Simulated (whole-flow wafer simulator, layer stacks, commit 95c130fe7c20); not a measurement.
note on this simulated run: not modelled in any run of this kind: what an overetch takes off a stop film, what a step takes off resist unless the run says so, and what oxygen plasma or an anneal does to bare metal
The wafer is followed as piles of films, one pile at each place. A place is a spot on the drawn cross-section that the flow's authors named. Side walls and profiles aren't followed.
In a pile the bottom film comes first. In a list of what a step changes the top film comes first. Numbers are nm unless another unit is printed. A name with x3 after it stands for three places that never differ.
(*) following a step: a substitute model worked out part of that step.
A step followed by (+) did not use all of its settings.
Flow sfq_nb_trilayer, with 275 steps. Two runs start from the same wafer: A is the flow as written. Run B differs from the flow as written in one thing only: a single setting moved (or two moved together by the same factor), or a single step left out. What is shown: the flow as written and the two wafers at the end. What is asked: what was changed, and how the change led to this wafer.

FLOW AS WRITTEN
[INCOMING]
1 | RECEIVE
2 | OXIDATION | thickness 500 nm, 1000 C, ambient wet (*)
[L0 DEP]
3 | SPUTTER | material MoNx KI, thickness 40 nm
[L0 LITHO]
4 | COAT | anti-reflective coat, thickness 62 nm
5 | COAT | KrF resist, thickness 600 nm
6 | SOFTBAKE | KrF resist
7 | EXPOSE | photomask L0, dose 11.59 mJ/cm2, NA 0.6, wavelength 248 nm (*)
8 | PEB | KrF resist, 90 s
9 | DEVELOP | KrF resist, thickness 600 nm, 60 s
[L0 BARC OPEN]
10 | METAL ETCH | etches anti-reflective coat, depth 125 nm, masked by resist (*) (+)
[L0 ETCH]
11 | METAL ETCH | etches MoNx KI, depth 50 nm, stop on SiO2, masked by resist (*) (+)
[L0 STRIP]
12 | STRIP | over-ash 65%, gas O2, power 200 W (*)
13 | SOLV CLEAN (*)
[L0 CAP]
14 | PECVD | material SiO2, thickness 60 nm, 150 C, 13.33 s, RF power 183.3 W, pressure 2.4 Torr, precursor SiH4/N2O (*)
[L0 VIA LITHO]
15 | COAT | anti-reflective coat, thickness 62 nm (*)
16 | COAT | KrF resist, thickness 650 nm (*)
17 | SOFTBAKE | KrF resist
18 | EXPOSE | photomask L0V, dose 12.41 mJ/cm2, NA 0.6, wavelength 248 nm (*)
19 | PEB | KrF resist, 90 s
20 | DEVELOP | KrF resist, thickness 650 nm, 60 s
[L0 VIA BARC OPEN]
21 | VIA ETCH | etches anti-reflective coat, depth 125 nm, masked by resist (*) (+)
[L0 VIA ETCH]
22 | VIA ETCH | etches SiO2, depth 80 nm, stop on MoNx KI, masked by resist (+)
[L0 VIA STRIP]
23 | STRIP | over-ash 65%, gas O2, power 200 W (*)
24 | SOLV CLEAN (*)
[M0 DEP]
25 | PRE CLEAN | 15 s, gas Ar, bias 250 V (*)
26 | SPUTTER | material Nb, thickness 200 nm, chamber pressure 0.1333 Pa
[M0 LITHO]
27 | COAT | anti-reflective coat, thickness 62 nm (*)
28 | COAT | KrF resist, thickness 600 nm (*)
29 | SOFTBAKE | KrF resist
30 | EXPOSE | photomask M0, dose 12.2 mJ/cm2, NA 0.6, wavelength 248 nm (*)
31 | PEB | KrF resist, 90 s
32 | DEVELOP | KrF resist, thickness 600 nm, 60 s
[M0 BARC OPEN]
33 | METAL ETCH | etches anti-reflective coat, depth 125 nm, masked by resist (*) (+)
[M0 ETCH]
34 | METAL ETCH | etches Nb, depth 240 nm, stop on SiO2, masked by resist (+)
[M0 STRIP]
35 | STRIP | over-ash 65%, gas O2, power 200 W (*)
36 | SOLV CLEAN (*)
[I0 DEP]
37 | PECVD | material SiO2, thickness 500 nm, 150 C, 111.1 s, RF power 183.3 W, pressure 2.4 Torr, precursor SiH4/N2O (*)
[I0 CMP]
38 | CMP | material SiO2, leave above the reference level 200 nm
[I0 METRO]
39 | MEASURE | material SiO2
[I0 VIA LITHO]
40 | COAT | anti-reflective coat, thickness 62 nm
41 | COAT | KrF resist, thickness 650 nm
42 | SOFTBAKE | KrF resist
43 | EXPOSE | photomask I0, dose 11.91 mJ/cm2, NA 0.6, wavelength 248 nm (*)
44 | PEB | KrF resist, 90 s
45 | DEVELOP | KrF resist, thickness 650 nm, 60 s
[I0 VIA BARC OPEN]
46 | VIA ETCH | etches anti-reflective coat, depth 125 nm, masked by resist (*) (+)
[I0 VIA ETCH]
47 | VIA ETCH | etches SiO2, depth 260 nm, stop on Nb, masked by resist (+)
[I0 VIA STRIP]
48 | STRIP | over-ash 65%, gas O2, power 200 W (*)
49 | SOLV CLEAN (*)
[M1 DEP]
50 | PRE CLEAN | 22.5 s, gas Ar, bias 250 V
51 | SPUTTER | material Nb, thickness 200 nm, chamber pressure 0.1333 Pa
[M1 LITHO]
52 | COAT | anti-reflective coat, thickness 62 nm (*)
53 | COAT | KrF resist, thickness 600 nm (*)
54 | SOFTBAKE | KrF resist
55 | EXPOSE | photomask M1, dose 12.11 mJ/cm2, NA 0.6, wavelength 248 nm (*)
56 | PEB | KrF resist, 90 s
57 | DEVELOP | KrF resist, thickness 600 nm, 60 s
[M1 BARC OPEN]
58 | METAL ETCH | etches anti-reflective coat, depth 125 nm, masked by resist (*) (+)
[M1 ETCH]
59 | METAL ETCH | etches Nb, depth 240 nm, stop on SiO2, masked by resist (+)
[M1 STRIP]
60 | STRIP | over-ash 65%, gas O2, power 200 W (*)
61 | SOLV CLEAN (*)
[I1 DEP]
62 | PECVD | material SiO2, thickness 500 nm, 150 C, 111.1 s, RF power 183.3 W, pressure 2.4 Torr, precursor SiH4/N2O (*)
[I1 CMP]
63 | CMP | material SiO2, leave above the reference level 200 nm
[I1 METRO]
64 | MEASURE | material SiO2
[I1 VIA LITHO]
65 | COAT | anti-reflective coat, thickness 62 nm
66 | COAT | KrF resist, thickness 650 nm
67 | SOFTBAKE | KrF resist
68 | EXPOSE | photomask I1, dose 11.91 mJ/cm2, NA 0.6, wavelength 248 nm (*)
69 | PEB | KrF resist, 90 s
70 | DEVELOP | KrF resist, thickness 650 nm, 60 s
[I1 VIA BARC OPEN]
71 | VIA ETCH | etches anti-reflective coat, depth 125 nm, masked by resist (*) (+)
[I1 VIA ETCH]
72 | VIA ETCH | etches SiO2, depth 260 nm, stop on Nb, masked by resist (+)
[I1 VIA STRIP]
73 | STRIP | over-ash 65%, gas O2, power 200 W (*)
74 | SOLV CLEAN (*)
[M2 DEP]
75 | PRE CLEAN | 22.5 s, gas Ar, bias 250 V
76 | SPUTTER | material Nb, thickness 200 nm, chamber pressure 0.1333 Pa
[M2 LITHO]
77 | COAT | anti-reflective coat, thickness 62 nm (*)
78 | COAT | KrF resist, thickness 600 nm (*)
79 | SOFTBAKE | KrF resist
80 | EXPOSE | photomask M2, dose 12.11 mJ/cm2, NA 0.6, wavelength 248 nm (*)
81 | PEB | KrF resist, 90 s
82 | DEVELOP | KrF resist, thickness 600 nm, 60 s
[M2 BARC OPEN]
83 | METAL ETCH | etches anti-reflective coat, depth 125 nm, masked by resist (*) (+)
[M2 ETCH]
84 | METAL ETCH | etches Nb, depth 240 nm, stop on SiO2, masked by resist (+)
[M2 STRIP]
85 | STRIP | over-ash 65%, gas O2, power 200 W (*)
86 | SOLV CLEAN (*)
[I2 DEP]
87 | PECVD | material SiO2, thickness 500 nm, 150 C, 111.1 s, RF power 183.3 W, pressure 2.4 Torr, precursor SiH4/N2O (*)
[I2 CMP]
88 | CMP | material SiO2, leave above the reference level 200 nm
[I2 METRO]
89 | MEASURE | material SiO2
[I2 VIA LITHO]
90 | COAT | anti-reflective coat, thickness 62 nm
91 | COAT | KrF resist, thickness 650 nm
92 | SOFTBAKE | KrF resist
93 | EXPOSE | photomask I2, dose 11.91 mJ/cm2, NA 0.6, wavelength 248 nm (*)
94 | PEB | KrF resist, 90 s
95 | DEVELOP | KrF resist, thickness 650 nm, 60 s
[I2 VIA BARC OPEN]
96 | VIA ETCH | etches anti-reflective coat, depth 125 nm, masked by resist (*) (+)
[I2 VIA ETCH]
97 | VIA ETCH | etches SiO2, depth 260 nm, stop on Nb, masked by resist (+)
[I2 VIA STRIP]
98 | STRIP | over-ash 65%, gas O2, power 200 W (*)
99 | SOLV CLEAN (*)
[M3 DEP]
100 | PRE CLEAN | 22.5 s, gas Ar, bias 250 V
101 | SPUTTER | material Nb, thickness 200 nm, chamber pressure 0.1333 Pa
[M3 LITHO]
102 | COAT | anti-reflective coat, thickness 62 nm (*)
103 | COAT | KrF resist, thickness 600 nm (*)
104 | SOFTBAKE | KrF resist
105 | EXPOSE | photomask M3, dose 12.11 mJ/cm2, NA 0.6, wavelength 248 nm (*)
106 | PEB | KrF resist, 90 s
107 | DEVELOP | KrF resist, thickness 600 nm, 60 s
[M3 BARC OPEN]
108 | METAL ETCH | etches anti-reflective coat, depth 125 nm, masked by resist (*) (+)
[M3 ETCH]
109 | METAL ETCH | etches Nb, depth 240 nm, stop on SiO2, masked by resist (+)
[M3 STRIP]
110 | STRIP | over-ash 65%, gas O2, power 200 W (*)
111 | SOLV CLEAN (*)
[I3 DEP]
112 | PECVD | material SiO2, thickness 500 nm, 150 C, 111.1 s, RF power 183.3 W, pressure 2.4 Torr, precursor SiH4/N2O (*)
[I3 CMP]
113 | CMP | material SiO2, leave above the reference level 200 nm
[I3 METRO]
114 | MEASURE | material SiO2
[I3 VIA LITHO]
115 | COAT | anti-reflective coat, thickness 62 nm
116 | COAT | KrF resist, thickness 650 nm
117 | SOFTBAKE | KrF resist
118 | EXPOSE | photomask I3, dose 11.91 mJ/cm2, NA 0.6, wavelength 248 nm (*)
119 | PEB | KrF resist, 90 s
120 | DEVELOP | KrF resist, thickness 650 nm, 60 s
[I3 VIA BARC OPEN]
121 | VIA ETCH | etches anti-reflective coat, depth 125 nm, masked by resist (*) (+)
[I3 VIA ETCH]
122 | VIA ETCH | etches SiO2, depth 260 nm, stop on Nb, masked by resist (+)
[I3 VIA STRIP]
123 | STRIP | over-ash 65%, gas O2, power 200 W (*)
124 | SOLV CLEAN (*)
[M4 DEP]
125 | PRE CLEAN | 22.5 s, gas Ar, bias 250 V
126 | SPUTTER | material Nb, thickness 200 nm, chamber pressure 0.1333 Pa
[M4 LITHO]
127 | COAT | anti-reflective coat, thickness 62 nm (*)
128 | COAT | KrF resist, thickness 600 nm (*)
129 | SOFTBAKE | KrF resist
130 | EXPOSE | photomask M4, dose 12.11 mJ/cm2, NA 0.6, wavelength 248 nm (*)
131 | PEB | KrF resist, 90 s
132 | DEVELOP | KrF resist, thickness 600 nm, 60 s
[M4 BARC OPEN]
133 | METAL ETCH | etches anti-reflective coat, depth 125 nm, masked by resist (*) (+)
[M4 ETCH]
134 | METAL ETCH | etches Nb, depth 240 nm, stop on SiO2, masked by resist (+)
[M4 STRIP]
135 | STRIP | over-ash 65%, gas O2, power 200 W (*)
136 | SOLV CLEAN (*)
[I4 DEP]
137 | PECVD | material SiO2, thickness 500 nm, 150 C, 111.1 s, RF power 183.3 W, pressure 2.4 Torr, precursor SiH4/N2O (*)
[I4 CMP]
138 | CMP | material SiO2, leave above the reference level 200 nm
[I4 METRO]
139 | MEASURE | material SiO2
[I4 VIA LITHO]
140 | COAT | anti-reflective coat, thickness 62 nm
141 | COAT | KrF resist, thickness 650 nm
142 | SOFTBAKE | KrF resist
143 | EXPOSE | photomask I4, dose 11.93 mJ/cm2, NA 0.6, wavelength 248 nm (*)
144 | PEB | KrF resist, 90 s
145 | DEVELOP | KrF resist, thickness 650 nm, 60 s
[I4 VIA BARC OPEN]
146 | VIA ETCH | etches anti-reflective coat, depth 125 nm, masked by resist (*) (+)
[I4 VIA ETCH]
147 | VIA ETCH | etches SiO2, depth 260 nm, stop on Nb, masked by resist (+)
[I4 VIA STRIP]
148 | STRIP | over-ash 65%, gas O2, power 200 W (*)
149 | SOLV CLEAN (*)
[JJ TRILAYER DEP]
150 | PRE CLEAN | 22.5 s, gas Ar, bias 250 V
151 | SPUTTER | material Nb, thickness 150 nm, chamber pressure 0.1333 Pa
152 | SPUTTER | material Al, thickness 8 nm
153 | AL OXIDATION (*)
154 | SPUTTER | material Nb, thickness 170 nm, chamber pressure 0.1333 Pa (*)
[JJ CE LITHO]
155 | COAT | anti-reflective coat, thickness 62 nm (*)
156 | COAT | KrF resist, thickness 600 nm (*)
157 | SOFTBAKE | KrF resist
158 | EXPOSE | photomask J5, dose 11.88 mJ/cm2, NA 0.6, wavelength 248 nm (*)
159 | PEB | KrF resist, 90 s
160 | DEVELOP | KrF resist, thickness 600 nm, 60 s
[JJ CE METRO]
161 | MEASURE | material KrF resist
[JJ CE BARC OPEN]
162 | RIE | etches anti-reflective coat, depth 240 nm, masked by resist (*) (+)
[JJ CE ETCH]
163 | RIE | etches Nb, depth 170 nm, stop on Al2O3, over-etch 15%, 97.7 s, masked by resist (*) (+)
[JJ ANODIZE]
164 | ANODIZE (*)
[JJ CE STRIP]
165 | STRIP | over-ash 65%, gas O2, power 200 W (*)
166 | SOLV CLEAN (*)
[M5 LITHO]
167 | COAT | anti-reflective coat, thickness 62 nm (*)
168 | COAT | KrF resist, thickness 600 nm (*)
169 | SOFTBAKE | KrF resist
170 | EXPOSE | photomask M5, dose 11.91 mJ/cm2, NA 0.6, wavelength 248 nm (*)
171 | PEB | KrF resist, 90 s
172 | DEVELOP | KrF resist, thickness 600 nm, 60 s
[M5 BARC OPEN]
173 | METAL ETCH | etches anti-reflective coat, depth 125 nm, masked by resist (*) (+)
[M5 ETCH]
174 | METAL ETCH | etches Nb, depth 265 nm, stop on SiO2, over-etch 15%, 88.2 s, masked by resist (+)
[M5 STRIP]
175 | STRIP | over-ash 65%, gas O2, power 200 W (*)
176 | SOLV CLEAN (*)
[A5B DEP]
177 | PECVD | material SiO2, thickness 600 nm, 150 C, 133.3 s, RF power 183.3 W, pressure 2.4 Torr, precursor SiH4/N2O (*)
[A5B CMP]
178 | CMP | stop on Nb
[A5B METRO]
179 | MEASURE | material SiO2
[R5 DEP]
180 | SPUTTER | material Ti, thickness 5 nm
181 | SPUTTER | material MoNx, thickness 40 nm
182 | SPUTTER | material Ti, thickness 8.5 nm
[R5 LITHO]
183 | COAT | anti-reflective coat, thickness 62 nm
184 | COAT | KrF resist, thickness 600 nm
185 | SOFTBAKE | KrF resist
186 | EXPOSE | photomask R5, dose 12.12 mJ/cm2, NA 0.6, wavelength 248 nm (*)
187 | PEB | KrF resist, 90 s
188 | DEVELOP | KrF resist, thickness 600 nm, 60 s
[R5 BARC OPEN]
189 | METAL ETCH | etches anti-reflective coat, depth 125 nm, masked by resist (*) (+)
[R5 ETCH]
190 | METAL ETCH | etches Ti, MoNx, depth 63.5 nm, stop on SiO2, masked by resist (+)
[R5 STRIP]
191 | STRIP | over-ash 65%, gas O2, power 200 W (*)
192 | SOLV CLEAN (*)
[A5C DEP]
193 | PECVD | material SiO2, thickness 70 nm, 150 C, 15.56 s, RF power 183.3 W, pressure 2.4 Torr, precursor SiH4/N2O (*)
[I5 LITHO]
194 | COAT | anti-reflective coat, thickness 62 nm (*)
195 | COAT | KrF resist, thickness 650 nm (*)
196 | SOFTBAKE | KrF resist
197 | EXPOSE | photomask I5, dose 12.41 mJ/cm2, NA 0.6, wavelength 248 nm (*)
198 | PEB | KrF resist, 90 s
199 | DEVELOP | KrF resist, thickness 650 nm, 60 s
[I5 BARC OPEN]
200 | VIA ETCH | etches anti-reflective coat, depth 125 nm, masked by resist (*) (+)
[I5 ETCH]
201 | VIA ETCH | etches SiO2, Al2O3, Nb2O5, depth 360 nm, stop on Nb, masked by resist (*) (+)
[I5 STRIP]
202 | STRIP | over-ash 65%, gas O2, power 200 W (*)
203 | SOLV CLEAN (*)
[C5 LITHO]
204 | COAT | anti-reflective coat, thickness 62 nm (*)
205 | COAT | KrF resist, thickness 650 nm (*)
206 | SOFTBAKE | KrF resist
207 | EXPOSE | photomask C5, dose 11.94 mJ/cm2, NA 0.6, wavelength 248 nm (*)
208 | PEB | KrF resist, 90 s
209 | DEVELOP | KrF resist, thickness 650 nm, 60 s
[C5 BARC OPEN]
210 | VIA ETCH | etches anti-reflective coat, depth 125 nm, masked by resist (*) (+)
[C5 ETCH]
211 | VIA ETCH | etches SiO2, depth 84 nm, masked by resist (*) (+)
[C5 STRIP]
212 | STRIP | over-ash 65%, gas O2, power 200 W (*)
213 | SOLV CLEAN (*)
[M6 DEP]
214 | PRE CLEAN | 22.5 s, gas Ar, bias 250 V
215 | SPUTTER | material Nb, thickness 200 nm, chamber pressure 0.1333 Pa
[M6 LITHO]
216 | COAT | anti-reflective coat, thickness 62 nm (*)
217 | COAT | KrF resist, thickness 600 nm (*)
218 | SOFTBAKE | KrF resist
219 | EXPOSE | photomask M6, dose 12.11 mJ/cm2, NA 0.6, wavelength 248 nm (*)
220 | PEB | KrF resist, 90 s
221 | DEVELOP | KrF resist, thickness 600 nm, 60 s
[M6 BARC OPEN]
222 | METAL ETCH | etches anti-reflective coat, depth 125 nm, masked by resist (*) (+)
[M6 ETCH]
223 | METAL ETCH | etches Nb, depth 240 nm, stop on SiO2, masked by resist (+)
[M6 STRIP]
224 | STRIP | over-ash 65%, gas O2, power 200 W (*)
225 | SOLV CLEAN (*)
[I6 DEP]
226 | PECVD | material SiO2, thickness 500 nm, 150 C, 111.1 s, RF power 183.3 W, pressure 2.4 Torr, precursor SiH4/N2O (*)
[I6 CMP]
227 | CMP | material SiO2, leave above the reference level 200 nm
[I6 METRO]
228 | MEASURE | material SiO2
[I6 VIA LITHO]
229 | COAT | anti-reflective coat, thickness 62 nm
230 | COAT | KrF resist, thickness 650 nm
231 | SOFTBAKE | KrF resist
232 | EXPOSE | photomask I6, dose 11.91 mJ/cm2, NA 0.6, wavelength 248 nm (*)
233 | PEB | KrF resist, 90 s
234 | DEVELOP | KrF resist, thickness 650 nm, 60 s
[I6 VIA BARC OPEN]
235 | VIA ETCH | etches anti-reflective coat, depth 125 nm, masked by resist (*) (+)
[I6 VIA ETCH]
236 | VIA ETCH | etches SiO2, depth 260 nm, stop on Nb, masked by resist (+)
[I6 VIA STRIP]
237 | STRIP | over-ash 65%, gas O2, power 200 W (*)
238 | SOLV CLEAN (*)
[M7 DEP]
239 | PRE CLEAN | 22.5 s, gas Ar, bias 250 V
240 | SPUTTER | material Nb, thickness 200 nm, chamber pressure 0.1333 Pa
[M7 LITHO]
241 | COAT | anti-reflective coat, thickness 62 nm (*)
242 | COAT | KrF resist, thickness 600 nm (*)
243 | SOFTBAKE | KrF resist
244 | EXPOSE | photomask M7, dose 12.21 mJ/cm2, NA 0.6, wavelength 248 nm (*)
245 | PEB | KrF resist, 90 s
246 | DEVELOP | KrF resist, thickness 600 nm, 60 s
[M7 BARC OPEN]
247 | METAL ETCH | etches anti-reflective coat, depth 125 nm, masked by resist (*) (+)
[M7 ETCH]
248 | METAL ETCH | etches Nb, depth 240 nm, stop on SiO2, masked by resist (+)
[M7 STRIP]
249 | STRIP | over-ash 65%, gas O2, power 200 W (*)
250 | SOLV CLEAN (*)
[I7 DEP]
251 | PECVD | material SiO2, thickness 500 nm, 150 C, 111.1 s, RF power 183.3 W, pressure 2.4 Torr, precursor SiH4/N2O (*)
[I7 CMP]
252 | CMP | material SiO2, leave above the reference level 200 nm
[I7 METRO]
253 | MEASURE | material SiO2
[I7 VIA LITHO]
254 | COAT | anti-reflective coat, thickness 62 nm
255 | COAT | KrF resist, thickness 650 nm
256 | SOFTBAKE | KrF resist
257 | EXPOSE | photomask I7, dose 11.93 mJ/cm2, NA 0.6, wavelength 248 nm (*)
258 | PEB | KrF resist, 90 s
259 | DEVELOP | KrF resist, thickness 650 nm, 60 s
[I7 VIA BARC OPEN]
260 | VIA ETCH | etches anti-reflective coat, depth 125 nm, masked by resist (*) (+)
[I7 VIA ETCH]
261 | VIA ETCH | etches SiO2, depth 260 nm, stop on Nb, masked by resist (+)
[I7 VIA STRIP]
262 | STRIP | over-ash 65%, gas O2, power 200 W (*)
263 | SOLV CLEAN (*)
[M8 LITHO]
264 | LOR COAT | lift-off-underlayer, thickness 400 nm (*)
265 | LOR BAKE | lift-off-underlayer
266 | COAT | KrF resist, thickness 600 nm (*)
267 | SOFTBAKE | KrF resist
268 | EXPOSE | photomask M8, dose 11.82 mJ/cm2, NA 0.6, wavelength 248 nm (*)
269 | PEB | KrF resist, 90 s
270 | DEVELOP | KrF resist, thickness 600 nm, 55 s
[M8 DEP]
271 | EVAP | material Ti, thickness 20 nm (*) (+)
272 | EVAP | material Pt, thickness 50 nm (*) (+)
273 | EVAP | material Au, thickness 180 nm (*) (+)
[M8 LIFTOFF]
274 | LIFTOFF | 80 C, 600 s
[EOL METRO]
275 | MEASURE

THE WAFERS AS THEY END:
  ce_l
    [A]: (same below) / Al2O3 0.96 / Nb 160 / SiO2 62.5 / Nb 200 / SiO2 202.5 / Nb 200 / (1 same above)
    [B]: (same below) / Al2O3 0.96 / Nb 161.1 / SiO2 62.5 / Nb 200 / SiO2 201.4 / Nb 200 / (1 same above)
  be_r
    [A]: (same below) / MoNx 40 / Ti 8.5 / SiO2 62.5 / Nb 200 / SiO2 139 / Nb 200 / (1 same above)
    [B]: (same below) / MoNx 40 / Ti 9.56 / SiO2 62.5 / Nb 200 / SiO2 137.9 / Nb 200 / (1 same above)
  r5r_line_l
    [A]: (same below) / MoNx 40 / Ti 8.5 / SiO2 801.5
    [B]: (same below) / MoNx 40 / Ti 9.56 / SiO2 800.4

What caused this: step 182, SPUTTER: thickness 9.56 nm was run, though the flow has thickness 8.5 nm.
The wafer itself shows it: be_r has Ti 9.56, and step 182 as written asks for 8.5 nm.

The path from the change to this, step by step:
  182 | SPUTTER | material Ti, thickness 8.5 nm
      field_l, v_sur, via_wl and 103 more: A Ti gains 8.5 (new film) | B Ti gains 9.56 (new film)
  190 | METAL ETCH | etches Ti, MoNx, depth 63.5 nm, stop on SiO2, masked by resist (+)
      field_l, v_sur, via_wl and 92 more: A Ti loses 8.5 (all of it), MoNx loses 40 (all of it), Ti loses 5 (all of it) | B Ti loses 9.56 (all of it), MoNx loses 40 (all of it), Ti loses 5 (all of it)
      ce_l, c5j, ce_r, wl_jj: A Ti loses 8.5 (all of it), MoNx loses 40 (all of it), Ti loses 5 (all of it), Nb loses 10 | B Ti loses 9.56 (all of it), MoNx loses 40 (all of it), Ti loses 5 (all of it), Nb loses 8.94
